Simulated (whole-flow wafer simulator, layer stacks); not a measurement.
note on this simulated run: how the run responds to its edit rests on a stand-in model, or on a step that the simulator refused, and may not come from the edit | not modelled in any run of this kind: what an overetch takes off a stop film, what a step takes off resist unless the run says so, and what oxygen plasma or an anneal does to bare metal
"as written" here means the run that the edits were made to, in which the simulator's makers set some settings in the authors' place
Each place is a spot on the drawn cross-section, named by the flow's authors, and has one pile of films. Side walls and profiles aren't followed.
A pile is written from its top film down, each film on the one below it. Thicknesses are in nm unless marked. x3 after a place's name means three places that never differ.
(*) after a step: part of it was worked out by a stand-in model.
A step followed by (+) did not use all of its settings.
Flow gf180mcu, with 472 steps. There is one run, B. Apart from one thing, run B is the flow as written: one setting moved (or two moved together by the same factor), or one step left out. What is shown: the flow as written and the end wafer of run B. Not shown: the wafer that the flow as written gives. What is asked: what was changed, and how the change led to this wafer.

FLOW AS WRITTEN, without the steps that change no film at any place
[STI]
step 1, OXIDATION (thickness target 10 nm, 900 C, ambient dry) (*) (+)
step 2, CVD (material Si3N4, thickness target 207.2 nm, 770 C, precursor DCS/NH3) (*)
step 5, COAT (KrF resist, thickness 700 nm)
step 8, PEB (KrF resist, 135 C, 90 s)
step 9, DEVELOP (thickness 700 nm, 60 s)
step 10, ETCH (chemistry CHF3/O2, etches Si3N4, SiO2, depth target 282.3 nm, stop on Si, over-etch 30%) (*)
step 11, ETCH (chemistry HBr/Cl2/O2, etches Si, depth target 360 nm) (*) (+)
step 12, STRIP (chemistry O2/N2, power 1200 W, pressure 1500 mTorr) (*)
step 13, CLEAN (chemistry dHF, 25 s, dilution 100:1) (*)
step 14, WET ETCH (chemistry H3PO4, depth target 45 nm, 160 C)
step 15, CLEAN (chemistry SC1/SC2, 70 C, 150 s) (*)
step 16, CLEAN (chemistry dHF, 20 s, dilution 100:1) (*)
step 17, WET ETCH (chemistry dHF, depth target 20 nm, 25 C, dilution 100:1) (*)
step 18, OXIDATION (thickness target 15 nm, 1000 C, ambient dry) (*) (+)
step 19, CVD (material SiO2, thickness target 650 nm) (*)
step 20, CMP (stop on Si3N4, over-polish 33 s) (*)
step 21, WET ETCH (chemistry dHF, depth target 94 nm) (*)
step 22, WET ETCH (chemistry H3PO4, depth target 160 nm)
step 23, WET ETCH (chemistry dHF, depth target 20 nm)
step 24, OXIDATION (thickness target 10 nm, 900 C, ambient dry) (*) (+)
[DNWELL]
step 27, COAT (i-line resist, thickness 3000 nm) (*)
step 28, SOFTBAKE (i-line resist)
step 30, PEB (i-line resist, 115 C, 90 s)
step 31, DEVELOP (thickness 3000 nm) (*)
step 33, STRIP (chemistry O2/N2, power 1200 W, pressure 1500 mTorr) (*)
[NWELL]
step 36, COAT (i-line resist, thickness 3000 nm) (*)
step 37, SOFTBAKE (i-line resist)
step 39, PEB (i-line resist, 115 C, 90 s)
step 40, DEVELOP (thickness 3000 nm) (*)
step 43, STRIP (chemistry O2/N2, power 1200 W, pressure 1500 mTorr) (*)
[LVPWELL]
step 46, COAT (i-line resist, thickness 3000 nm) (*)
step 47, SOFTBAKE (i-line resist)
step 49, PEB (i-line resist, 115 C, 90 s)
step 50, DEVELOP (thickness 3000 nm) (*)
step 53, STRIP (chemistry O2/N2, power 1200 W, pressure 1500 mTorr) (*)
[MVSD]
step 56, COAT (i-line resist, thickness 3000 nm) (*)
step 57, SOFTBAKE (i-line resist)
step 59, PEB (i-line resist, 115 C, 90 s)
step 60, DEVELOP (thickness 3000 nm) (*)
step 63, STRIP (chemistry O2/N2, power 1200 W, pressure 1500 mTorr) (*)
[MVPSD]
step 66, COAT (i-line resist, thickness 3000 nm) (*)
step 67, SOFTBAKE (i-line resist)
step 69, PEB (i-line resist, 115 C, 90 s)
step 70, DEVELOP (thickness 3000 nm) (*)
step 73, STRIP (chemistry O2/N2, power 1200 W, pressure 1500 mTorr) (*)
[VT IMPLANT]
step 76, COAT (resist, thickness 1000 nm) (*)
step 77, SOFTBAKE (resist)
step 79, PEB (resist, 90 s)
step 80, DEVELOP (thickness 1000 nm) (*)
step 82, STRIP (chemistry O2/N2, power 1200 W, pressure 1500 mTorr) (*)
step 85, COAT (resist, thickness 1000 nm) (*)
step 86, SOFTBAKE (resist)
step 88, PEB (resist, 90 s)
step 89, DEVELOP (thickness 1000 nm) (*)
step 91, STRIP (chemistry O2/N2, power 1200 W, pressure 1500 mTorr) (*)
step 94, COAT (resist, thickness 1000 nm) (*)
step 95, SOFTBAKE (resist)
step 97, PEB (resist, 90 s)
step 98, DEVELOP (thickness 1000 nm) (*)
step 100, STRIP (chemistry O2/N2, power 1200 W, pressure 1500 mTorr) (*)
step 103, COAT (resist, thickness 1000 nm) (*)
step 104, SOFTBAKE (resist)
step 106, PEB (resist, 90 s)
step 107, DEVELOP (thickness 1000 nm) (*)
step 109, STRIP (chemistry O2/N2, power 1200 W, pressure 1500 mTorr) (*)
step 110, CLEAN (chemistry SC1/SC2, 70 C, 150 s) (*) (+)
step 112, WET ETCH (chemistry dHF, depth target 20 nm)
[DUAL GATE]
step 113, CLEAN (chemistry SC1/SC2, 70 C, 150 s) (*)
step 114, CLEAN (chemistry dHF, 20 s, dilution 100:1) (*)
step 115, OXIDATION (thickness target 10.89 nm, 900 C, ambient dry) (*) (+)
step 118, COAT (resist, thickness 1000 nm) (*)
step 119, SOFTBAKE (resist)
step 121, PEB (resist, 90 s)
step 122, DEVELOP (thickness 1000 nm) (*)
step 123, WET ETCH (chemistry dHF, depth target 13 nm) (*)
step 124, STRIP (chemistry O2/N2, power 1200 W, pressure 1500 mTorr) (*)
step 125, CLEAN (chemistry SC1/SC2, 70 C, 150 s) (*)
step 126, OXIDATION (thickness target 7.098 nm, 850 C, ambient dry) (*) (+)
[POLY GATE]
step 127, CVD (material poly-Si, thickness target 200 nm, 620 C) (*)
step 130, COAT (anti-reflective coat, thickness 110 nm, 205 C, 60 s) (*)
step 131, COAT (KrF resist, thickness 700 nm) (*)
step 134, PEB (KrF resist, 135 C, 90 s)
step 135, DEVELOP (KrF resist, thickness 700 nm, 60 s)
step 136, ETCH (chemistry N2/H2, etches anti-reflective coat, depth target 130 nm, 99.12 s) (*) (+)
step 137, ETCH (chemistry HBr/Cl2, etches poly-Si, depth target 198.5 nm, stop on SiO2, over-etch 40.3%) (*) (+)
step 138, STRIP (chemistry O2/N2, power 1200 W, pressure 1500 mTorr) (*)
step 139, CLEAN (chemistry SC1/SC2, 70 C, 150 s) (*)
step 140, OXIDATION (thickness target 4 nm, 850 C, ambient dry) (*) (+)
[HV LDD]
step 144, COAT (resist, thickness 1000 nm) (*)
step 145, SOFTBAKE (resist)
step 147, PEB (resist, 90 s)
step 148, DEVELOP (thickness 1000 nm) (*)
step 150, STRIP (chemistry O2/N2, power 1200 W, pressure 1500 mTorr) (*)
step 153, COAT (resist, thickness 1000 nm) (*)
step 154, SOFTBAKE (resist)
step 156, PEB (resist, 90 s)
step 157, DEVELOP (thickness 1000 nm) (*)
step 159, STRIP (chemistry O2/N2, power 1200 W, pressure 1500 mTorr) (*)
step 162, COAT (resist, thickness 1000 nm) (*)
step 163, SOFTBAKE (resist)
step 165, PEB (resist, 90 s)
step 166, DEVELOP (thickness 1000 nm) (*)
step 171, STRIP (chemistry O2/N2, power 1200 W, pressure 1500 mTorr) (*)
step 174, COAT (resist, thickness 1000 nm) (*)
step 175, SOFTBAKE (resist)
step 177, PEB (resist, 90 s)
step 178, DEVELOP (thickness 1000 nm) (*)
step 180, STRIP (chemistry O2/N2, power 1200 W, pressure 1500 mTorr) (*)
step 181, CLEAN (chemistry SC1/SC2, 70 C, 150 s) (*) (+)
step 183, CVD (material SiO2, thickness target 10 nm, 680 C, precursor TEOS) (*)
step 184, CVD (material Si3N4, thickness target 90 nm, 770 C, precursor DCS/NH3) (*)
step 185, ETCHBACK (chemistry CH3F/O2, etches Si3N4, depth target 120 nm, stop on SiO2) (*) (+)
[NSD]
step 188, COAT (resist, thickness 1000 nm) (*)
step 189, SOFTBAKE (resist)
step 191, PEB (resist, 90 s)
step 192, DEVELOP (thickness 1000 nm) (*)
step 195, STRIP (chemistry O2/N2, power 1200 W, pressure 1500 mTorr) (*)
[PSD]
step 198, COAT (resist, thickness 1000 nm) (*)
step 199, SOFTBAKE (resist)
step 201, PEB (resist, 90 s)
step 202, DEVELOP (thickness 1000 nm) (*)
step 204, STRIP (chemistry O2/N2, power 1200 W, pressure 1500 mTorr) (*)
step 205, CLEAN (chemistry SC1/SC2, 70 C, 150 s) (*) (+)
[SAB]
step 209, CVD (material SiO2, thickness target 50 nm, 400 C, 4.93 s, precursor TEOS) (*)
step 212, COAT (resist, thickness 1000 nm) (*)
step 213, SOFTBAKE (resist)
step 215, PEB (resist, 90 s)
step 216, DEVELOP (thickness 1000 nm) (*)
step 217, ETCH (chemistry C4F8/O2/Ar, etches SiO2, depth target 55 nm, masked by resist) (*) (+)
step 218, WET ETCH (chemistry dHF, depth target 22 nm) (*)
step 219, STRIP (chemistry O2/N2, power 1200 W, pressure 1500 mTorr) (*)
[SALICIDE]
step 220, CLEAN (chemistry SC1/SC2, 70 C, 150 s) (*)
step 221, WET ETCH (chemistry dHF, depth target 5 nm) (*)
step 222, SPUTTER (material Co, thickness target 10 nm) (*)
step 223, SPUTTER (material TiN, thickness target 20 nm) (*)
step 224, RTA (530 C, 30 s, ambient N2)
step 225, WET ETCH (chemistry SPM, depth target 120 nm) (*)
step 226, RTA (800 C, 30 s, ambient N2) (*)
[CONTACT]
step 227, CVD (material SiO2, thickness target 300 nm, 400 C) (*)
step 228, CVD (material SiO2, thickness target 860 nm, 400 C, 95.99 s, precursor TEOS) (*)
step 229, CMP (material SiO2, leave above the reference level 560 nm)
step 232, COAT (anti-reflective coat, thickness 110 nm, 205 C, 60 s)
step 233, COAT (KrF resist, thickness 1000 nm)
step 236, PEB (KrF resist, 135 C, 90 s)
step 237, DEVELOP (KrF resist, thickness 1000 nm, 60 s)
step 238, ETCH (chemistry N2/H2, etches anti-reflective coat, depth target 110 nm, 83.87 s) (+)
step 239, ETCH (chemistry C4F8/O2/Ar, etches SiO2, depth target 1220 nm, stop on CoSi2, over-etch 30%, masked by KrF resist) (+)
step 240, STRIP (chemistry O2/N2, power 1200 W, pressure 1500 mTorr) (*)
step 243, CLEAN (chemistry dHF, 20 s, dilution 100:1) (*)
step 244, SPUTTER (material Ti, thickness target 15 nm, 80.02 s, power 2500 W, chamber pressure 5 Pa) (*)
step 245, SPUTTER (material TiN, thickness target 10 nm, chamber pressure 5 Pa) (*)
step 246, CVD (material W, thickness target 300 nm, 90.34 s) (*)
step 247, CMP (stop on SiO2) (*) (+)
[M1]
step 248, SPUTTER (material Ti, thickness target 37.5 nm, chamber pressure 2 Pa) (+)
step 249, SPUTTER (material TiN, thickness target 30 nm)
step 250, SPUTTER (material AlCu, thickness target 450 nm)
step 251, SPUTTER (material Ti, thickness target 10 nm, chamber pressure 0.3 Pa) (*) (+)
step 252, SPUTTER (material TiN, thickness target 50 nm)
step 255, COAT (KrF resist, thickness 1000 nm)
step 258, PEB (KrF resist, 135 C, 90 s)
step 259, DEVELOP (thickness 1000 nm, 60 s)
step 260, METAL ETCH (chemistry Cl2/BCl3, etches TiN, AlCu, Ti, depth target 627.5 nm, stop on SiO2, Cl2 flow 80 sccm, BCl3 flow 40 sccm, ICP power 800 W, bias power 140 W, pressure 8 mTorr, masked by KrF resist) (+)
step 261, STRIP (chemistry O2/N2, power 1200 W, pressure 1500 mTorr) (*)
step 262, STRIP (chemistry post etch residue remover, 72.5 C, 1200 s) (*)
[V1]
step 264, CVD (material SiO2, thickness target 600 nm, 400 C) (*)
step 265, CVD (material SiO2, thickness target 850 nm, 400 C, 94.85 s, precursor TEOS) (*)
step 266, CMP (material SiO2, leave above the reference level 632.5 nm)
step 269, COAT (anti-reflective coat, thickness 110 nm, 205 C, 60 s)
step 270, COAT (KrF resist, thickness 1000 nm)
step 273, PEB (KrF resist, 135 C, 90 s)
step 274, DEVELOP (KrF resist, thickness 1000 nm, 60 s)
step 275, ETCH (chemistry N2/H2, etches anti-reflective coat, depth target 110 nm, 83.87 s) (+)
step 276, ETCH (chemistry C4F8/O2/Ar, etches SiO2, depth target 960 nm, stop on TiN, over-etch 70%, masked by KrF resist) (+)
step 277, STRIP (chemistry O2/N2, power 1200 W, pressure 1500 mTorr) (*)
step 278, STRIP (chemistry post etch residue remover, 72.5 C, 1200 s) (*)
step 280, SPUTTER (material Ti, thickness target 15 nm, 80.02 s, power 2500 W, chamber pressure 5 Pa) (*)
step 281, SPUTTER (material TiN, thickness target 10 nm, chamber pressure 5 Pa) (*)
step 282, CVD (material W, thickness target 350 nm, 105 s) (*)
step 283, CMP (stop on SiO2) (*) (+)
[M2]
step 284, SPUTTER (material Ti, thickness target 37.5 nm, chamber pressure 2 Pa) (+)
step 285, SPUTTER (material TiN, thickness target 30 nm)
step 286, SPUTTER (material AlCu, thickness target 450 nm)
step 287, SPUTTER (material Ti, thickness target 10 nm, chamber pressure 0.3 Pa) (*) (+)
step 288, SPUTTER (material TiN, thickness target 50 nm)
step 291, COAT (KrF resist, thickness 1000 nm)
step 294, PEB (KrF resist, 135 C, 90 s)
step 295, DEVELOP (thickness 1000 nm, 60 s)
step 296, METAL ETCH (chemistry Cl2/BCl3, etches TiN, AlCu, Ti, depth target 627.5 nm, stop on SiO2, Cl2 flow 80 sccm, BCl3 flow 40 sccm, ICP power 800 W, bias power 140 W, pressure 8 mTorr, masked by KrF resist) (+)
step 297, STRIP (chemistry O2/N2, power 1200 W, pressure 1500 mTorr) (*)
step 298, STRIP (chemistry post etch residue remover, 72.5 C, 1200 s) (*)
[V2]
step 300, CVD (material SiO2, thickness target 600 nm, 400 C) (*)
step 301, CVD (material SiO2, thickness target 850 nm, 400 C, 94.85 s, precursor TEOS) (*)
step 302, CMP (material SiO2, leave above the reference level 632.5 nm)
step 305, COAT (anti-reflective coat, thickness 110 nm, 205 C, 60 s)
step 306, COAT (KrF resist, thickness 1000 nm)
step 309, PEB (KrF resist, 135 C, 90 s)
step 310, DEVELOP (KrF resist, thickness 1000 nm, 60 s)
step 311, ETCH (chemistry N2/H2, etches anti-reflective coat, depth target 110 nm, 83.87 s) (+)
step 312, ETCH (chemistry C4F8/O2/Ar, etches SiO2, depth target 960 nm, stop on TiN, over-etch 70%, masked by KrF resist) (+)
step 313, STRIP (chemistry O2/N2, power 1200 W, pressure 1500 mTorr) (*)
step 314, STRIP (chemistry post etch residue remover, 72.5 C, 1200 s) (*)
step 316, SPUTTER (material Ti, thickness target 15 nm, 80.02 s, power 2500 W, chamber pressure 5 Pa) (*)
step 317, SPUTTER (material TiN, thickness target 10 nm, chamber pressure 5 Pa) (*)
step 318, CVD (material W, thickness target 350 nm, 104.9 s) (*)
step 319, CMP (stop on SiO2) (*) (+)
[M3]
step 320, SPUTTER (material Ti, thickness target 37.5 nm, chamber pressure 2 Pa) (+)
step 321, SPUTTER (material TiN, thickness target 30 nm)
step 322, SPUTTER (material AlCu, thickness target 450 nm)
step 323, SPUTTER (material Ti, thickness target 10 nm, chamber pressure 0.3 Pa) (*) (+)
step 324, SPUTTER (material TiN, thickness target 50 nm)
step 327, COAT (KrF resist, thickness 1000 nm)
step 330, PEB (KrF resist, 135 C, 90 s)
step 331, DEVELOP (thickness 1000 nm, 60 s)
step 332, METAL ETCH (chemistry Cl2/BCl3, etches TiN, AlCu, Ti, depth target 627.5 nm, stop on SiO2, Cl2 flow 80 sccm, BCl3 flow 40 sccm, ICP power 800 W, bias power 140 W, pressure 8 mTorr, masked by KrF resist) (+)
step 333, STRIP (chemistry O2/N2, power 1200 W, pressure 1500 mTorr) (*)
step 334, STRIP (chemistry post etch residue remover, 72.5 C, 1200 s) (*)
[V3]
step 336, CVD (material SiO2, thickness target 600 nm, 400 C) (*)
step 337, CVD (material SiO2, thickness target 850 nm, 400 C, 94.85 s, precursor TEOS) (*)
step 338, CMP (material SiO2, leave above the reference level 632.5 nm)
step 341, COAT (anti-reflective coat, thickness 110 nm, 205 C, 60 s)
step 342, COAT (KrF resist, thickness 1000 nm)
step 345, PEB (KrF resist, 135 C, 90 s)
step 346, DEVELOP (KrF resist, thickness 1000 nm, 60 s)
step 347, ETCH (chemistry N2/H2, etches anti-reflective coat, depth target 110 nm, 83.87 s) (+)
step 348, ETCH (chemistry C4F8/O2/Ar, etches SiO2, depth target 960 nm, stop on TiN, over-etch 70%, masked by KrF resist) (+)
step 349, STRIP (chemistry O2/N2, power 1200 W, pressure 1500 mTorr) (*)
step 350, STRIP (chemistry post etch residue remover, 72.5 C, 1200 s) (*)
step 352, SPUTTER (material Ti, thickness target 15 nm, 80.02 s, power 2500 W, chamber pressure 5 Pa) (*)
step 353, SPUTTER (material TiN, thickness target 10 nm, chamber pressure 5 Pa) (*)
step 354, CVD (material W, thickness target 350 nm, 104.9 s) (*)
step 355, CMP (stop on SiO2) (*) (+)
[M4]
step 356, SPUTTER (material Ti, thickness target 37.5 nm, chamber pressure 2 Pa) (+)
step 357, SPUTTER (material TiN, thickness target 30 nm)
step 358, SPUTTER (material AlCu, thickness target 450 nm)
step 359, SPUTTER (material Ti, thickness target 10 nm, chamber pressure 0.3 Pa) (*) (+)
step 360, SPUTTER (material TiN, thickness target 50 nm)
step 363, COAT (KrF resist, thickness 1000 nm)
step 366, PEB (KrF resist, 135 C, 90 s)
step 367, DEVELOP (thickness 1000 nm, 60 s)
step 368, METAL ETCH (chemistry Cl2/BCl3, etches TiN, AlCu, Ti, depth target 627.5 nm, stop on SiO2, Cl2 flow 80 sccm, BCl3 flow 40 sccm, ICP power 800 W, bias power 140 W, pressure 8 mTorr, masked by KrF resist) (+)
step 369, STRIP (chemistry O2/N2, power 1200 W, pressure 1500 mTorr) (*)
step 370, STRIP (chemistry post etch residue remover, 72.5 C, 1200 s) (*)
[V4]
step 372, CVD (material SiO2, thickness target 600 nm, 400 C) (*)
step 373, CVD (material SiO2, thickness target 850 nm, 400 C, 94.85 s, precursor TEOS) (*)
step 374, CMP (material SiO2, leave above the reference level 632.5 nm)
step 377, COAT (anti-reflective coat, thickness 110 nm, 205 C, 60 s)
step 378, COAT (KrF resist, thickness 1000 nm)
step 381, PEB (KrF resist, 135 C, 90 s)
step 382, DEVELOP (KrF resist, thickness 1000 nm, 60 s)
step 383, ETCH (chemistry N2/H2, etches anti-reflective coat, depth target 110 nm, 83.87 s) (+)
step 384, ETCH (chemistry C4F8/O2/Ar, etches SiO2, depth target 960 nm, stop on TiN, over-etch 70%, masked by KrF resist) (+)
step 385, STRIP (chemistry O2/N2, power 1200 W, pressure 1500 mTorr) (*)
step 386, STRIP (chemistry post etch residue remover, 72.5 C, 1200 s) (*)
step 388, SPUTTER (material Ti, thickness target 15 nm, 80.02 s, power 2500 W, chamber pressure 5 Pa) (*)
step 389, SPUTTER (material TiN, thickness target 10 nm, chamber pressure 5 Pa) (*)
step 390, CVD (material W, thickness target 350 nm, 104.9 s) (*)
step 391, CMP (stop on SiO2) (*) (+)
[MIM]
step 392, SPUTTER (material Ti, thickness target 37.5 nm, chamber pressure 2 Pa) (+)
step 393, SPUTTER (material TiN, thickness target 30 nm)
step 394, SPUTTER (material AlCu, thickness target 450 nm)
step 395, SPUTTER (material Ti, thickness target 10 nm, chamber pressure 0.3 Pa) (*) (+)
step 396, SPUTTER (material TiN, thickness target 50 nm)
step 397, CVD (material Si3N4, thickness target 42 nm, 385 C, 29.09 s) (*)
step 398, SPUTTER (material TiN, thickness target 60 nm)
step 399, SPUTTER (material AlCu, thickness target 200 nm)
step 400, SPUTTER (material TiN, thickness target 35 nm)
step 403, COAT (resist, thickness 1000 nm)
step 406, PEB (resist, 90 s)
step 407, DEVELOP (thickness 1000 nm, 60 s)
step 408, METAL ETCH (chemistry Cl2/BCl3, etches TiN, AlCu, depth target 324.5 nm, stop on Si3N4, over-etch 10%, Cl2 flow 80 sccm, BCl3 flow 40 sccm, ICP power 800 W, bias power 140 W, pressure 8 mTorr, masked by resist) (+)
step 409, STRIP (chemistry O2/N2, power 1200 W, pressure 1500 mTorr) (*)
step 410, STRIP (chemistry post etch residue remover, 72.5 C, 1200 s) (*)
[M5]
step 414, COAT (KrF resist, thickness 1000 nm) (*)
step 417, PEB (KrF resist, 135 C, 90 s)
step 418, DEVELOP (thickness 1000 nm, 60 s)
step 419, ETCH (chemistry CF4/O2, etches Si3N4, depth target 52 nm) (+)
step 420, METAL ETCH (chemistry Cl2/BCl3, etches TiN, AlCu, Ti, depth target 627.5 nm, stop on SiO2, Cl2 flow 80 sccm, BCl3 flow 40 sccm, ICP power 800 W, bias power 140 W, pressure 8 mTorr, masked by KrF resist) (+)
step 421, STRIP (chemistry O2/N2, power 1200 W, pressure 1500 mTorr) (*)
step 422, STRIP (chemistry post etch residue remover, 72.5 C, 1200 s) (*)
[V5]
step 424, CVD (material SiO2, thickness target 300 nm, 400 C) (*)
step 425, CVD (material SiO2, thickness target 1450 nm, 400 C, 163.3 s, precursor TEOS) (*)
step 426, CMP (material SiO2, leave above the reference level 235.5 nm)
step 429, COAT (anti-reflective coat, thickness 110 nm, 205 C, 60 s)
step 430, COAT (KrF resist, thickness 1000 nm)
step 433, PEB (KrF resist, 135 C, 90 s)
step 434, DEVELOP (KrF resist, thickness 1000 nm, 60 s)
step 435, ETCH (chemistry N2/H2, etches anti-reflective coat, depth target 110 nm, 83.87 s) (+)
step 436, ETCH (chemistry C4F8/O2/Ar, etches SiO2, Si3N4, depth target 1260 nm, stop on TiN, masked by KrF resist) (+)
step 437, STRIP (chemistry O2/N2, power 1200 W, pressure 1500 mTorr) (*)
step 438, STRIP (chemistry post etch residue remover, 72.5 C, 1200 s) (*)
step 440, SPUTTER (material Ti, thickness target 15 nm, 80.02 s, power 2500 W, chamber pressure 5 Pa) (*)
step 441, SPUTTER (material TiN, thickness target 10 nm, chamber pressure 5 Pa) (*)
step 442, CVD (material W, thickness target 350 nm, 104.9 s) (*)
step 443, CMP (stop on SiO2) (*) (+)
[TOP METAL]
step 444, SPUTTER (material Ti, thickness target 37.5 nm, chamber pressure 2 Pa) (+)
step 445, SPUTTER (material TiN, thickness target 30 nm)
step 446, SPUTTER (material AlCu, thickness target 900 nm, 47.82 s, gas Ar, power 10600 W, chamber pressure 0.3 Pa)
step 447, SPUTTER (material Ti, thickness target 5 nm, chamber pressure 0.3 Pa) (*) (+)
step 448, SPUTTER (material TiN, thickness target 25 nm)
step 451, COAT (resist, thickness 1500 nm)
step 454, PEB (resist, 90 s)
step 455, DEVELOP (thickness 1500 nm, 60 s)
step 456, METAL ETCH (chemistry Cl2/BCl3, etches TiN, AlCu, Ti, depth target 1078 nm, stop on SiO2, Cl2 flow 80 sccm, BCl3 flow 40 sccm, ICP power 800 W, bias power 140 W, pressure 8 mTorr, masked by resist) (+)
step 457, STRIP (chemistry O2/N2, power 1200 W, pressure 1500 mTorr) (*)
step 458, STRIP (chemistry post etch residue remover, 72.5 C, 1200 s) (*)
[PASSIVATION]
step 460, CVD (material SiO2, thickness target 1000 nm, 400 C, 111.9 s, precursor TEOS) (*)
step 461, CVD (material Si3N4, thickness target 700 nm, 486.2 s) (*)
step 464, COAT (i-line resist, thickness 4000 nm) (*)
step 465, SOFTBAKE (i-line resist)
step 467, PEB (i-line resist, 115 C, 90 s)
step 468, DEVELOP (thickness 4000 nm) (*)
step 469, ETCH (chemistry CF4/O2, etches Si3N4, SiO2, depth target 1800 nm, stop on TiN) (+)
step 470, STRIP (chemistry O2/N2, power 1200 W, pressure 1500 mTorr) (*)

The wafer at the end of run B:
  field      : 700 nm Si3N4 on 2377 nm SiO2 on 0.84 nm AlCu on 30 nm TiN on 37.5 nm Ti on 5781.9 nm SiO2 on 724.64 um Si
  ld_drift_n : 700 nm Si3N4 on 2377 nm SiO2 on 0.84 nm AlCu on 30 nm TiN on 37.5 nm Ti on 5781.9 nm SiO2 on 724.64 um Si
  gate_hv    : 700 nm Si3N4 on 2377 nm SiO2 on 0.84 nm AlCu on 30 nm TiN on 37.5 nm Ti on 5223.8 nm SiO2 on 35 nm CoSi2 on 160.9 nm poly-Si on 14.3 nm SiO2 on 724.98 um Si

Cause: step 420, METAL ETCH: depth target 502 nm was run, whereas the flow has depth target 627.5 nm.

The path from the change to this, step by step:
  step 420, METAL ETCH (chemistry Cl2/BCl3, etches TiN, AlCu, Ti, depth target 627.5 nm, stop on SiO2, Cl2 flow 80 sccm, BCl3 flow 40 sccm, ICP power 800 W, bias power 140 W, pressure 8 mTorr, masked by KrF resist) (+)
      field, field__w1, field__w2 and 101 more: TiN loses 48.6 (all of it), Ti loses 10 (all of it), AlCu loses 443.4 (in the flow as written it would be: TiN loses 48.6 (all of it), Ti loses 10 (all of it), AlCu loses 450 (all of it), TiN loses 30 (all of it), Ti loses 37.5 (all of it))
      field__w4, field__w8, contact, m1, m1__w1, mim, mim_1p0, m1_nw: KrF resist loses 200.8 (in the flow as written it would be: KrF resist loses 251)
  step 421, STRIP (chemistry O2/N2, power 1200 W, pressure 1500 mTorr) (*)
      field__w8, m1__w1: KrF resist loses 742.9 (all of it) (in the flow as written it would be: KrF resist loses 692.7 (all of it))
      contact, m1: KrF resist loses 743.4 (all of it) (in the flow as written it would be: KrF resist loses 693.2 (all of it))
      (and at 4 other places as well)
  step 422, STRIP (chemistry post etch residue remover, 72.5 C, 1200 s) (*)
      field, field__w1, field__w2 and 101 more: AlCu loses 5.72 (in the flow as written it would be: nothing)
  step 424, CVD (material SiO2, thickness target 300 nm, 400 C) (*)
      field, field__w1, field__w2 and 101 more: SiO2 gains 300 (new film) (in the flow as written it would be: SiO2 gains 300)
  step 426, CMP (material SiO2, leave above the reference level 235.5 nm)
      field, field__w1, field__w5 and 92 more: SiO2 loses 369.2 (in the flow as written it would be: SiO2 loses 300.8)
      field__w2, field__w3, field__w12 and 6 more: SiO2 loses 344.1 (in the flow as written it would be: SiO2 loses 272.7)
Taking metal films that touch as one body, field has 1 body; the flow as written gives 0 bodies.
Taking metal films that touch as one body, ld_drift_n has 1 body; the flow as written gives 0 bodies.
Taking metal films that touch as one body, gate_hv has 2 bodies (between them, from the top down: SiO2 5223.8); the flow as written gives 1 body.
